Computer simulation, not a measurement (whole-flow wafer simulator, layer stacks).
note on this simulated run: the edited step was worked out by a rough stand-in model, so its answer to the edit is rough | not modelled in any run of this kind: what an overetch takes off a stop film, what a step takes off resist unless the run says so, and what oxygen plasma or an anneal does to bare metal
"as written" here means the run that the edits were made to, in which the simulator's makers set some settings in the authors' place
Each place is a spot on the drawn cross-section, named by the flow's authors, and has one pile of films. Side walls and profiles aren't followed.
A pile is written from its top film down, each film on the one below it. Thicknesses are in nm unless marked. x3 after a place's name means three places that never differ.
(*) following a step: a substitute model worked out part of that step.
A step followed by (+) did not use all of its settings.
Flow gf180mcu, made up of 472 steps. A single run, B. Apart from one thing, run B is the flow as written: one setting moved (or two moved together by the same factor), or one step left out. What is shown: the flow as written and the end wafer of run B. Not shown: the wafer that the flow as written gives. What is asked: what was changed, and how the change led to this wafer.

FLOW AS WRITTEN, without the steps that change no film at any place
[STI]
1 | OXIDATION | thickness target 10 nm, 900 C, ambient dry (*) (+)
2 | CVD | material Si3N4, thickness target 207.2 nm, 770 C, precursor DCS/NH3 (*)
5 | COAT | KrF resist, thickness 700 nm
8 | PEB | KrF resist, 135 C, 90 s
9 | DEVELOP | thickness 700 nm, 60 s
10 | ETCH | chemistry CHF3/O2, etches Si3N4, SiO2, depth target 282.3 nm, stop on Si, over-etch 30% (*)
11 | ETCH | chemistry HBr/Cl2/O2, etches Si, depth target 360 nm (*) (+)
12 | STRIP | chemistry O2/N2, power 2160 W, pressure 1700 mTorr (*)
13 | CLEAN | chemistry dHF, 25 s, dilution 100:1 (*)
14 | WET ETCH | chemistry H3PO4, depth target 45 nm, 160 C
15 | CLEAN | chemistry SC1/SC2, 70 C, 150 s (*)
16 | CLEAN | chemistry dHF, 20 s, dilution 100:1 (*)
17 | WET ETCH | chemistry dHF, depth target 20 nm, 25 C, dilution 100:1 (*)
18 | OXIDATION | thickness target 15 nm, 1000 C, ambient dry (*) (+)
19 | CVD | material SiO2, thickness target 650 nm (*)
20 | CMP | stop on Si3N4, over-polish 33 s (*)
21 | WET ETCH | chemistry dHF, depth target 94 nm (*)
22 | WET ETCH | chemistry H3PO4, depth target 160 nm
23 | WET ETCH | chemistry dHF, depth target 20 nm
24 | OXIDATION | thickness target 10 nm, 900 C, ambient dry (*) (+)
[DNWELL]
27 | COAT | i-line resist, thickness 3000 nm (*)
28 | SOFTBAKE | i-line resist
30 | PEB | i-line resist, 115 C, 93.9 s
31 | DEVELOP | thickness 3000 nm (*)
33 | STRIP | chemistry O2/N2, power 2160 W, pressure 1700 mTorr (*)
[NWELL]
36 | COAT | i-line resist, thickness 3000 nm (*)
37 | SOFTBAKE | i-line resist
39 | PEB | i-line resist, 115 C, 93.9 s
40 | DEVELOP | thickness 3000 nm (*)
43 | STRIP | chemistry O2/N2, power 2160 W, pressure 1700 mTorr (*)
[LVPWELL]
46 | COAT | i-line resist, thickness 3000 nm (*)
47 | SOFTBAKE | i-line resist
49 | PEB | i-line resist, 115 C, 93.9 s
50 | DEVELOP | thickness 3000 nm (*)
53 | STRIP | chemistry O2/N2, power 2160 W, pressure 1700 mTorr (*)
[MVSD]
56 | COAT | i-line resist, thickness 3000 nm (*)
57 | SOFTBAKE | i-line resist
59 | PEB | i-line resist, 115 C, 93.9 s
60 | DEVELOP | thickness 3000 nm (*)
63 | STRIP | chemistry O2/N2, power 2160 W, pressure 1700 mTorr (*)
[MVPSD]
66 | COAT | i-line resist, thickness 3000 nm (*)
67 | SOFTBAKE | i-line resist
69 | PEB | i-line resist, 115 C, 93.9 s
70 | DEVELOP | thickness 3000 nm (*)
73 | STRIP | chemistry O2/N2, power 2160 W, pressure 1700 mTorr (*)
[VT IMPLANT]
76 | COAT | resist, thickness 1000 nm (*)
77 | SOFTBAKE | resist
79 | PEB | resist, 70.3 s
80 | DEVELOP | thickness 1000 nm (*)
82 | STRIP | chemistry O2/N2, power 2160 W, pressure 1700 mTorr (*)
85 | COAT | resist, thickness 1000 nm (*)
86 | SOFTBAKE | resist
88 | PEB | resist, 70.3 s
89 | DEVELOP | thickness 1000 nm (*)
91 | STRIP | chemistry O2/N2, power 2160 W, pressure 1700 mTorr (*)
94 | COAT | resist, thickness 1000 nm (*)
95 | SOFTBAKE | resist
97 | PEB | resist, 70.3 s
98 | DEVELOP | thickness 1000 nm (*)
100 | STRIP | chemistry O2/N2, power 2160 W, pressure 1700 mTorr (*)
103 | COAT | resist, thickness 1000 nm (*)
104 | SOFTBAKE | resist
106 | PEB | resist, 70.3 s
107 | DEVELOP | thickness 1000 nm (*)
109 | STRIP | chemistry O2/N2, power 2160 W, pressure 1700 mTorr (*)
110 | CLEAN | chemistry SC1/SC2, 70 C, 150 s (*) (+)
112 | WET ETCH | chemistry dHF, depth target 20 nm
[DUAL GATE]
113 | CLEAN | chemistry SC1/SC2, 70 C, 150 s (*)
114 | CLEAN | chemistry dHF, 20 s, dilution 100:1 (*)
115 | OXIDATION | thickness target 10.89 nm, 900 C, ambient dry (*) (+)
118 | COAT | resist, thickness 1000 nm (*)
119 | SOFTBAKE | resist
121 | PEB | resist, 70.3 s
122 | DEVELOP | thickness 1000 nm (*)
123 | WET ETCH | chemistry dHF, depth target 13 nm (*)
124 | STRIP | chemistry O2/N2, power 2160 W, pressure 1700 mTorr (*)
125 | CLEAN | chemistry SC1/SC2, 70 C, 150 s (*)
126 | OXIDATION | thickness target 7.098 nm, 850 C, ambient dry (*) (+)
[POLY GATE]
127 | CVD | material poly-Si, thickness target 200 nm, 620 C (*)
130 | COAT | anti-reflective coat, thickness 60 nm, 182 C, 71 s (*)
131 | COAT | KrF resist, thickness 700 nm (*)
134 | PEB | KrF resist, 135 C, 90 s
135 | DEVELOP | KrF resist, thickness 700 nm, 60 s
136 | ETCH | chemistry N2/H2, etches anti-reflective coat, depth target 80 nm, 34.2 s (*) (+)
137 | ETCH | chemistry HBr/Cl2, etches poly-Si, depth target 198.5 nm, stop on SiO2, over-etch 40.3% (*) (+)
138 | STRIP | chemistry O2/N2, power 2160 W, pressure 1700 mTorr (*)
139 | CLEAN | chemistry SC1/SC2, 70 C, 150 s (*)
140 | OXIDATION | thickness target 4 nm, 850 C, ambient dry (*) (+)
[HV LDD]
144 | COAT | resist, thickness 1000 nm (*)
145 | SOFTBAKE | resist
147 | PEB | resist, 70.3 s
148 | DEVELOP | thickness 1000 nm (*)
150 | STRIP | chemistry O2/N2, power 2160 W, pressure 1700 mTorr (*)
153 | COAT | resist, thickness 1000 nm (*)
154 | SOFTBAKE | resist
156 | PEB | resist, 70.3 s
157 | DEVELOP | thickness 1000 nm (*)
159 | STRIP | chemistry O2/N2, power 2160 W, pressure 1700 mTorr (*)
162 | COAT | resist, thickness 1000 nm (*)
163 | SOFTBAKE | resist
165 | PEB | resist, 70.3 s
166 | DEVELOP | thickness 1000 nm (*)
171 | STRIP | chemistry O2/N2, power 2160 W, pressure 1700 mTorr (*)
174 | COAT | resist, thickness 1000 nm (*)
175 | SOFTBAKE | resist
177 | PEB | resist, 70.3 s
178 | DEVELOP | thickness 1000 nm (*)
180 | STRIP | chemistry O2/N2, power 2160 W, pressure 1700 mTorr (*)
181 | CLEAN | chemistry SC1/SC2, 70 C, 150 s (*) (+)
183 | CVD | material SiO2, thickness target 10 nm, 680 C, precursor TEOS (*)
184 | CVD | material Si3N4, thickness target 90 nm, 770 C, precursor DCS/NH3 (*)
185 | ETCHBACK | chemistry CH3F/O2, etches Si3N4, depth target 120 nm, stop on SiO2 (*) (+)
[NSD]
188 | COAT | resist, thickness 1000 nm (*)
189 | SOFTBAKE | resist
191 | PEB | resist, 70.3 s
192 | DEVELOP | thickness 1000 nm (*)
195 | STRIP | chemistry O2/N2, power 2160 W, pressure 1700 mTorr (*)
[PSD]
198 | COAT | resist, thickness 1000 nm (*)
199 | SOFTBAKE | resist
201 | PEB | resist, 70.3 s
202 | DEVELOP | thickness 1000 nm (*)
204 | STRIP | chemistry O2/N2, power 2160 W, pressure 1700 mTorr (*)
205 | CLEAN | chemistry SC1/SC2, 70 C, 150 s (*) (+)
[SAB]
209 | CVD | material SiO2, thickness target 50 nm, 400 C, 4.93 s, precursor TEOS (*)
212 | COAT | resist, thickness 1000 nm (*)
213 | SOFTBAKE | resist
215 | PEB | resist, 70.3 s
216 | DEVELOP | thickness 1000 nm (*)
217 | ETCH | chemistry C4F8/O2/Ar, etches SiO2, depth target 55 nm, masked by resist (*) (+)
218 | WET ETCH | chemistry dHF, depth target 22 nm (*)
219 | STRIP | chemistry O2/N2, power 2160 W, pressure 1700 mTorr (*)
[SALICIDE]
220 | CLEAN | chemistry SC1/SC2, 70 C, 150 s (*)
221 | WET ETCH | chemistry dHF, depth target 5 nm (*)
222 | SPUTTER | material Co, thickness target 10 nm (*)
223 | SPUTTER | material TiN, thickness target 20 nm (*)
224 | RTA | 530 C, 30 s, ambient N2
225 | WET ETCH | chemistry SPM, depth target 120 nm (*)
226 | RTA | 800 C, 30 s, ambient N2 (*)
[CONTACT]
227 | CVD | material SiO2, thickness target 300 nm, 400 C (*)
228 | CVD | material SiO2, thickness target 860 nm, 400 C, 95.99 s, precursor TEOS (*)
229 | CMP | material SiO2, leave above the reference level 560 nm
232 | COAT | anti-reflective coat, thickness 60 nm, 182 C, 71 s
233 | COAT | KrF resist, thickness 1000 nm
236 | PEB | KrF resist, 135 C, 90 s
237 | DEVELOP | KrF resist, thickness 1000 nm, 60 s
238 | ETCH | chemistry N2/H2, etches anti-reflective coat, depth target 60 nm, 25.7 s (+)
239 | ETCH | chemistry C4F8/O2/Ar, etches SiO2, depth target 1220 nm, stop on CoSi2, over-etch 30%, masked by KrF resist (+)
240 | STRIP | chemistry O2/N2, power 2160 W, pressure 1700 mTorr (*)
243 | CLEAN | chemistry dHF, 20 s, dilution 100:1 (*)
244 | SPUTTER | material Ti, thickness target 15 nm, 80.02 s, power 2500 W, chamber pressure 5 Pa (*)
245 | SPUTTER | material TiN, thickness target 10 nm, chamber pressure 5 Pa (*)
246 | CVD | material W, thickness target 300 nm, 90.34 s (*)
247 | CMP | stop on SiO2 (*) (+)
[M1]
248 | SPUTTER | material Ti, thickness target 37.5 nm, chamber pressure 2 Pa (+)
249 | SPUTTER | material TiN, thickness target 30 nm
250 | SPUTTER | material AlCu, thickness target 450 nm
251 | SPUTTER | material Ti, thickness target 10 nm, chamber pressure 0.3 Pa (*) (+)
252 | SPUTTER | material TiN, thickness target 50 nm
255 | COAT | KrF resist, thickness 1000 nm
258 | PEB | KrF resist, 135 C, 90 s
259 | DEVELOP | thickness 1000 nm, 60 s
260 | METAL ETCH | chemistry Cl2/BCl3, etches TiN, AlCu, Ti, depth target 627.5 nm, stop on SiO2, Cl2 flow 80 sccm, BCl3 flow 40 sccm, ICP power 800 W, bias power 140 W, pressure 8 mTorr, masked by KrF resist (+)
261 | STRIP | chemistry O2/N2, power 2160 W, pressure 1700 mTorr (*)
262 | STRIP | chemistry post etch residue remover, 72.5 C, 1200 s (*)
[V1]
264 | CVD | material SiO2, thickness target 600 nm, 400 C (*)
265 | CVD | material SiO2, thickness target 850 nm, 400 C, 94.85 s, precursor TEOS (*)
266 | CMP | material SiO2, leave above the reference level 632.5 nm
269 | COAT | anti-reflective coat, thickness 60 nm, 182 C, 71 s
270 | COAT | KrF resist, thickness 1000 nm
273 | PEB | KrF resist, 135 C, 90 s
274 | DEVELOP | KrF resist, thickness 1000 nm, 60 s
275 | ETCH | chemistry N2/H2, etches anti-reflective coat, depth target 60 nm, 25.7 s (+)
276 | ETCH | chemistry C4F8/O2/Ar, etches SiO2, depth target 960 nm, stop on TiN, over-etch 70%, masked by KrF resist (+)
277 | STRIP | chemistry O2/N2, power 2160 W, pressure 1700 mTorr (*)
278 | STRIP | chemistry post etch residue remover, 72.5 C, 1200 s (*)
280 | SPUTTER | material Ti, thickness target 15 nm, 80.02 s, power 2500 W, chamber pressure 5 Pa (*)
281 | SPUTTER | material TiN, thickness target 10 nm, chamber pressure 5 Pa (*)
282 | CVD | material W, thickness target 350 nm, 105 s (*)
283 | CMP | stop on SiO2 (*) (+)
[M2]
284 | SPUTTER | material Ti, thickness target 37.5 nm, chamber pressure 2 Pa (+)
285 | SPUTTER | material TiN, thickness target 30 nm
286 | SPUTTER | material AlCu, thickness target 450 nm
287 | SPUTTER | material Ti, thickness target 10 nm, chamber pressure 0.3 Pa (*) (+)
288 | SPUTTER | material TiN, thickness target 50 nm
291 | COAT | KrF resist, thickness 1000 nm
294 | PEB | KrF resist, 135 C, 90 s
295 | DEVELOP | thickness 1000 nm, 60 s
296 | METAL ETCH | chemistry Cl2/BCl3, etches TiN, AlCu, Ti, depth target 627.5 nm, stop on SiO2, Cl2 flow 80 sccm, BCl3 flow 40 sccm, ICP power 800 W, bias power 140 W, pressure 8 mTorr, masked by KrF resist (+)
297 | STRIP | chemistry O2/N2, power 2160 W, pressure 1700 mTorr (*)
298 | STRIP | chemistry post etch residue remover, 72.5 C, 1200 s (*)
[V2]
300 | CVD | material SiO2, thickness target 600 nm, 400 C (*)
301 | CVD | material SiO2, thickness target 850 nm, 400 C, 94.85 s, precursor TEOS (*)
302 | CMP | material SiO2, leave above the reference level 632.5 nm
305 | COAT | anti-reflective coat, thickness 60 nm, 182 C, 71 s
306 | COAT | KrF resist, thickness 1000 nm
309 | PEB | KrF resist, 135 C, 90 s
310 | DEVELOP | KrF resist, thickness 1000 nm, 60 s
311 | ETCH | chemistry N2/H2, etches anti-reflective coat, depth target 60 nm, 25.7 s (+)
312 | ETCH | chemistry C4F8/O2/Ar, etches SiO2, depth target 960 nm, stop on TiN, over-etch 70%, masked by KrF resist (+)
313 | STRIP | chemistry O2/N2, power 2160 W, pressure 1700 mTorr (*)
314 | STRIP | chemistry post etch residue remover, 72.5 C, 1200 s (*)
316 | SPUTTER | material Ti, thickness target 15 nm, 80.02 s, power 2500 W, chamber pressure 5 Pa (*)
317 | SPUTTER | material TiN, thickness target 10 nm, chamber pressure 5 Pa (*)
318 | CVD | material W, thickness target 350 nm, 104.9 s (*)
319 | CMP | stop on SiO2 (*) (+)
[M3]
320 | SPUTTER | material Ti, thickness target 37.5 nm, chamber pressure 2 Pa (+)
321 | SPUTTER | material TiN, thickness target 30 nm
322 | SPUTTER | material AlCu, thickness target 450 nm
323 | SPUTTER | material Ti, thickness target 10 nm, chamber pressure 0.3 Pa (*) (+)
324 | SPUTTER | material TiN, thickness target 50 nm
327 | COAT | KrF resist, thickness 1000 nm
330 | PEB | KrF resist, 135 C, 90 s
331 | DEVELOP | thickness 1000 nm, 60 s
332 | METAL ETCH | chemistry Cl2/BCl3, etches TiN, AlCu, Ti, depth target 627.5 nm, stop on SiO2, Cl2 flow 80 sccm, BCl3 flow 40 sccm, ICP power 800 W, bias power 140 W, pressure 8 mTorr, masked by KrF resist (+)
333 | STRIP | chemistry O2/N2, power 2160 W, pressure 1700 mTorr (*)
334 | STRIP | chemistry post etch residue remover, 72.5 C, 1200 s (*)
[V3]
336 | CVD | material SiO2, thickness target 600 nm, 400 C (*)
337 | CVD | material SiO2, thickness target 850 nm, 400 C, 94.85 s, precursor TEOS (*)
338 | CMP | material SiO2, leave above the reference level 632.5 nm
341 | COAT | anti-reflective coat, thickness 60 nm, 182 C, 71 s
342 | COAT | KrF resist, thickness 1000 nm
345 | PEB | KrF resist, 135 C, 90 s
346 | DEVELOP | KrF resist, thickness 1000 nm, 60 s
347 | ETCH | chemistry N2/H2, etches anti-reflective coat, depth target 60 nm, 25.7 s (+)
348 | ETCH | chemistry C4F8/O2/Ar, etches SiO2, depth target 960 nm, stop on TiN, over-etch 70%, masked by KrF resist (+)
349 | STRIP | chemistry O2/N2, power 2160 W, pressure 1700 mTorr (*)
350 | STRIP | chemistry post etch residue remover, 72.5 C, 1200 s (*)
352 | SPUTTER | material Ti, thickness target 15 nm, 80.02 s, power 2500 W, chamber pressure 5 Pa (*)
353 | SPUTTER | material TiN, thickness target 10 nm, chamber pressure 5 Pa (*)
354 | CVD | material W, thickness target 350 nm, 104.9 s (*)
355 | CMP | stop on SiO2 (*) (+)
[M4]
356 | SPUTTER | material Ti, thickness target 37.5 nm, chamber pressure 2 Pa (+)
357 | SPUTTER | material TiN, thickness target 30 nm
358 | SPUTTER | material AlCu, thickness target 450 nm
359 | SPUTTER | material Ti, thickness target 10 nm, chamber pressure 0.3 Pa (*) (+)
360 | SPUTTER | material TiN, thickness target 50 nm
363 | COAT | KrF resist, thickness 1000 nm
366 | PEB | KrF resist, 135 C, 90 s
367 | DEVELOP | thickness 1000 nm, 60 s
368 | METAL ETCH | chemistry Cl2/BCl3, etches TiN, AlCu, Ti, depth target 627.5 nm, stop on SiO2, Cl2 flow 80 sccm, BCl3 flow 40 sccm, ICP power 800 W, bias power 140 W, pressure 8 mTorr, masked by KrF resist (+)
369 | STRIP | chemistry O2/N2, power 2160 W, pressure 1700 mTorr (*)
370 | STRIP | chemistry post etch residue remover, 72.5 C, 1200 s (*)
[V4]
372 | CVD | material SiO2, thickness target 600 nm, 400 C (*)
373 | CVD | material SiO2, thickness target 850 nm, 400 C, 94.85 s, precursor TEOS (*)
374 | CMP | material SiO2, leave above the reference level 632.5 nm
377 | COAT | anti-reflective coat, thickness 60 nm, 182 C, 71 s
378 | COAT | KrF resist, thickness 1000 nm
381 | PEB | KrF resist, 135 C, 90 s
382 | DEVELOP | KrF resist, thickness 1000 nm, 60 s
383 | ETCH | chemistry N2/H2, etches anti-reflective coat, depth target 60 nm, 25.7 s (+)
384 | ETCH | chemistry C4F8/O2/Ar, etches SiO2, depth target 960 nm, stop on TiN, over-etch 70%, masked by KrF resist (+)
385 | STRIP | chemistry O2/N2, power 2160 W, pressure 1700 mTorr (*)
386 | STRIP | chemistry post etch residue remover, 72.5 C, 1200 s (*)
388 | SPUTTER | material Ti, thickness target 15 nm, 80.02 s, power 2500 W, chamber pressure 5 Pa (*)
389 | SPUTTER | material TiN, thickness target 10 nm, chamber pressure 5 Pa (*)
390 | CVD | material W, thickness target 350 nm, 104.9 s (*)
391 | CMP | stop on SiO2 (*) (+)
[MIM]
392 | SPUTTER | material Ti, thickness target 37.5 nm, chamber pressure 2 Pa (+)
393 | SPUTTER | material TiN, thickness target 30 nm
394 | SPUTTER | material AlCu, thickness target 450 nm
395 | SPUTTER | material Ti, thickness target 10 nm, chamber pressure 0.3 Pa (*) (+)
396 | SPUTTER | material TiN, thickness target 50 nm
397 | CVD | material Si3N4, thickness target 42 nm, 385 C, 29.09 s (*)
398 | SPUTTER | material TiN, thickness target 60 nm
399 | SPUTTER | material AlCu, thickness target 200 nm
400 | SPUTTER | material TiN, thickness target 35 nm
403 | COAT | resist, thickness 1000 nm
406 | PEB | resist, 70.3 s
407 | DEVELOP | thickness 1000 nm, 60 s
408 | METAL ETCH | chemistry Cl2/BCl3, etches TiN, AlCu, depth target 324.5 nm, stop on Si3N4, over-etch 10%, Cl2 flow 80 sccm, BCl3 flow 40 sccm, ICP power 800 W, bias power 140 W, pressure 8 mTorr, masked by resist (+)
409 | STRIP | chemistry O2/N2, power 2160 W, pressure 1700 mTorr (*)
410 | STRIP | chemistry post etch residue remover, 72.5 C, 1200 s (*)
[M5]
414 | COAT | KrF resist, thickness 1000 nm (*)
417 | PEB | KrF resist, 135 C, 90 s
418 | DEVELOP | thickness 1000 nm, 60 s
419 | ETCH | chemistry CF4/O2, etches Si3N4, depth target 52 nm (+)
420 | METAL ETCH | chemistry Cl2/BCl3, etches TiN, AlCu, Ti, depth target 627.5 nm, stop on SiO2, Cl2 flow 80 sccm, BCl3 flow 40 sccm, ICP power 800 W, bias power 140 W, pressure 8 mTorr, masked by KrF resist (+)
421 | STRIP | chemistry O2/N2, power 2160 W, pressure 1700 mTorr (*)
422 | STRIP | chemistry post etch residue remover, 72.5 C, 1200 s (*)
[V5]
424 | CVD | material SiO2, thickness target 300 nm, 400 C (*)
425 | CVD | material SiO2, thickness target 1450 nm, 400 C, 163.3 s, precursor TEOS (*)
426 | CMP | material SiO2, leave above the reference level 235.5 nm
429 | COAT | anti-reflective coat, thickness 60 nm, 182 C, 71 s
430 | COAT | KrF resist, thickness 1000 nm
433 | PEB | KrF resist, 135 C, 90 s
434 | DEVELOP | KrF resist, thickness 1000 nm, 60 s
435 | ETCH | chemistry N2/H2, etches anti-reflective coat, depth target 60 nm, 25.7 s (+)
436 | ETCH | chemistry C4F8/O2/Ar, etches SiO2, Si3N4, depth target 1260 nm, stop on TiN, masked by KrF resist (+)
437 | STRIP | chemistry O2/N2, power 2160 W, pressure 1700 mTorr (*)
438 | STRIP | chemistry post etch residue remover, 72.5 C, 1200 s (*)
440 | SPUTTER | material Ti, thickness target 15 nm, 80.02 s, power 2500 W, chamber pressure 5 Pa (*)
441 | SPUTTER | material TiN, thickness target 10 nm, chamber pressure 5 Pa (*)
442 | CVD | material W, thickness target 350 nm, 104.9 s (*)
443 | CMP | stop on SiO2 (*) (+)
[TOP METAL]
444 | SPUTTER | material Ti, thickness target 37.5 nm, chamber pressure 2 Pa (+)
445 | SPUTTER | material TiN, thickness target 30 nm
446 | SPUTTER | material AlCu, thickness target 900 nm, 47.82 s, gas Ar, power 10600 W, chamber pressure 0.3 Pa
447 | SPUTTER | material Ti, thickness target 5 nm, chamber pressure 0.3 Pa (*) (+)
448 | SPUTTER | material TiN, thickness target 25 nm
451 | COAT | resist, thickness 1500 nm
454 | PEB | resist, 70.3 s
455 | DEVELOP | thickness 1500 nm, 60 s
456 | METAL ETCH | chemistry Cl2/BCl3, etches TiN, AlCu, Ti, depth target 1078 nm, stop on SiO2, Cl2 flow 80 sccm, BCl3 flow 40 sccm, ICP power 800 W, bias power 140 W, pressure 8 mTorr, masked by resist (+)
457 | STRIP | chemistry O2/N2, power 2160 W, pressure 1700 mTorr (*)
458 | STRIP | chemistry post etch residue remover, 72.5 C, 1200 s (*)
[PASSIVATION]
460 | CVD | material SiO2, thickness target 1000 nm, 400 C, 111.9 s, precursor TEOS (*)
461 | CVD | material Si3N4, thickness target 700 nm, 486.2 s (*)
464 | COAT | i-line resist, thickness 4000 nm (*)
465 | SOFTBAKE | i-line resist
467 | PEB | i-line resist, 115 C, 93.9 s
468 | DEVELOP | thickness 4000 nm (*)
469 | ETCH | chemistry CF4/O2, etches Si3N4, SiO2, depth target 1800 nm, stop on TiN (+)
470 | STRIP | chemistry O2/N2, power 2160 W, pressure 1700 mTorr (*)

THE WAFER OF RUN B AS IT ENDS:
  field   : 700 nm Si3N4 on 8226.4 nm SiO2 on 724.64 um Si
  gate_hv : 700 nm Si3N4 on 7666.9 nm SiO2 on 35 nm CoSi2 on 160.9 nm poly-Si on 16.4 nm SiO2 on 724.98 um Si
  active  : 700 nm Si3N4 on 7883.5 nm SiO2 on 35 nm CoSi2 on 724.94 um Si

The reason: step 126, OXIDATION: thickness target 9.582 nm was run, whereas the flow has thickness target 7.098 nm.

The path from the change to this, step by step:
  126 | OXIDATION | thickness target 7.098 nm, 850 C, ambient dry (*) (+)
      gate_hv, active_hv, active_nat and 25 more: SiO2 gains 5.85, Si loses 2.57 (it would be, as written: SiO2 gains 3.72, Si loses 1.64)
      active, n_well, p_well and 12 more: SiO2 gains 9.58 (new film), chemical SiO2 loses 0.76 (all of it), Si loses 3.88 (it would be, as written: SiO2 gains 7.1 (new film), chemical SiO2 loses 0.76 (all of it), Si loses 2.79)
  189 | SOFTBAKE | resist
      nw_enc_fld_lv__w3: resist loses 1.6 (it would be, as written: resist gains 2.11)
  199 | SOFTBAKE | resist
      nw_enc_fld_lv__w3: resist loses 1.6 (it would be, as written: resist gains 2.11)
  218 | WET ETCH | chemistry dHF, depth target 22 nm (*)
      active, p_well, sd_n, iso_ptap_pw, iso_ntap_nw, iso_ptap_sub, vpnp_e: SiO2 loses 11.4 (all of it) (it would be, as written: SiO2 loses 9.01 (all of it))
      ldn_tap, ldn_src, ldn_drn, ldp_tap, ldp_src, ldp_drn, ldp_gr: SiO2 loses 18 (all of it) (it would be, as written: SiO2 loses 16 (all of it))
      (and at 9 other places as well)
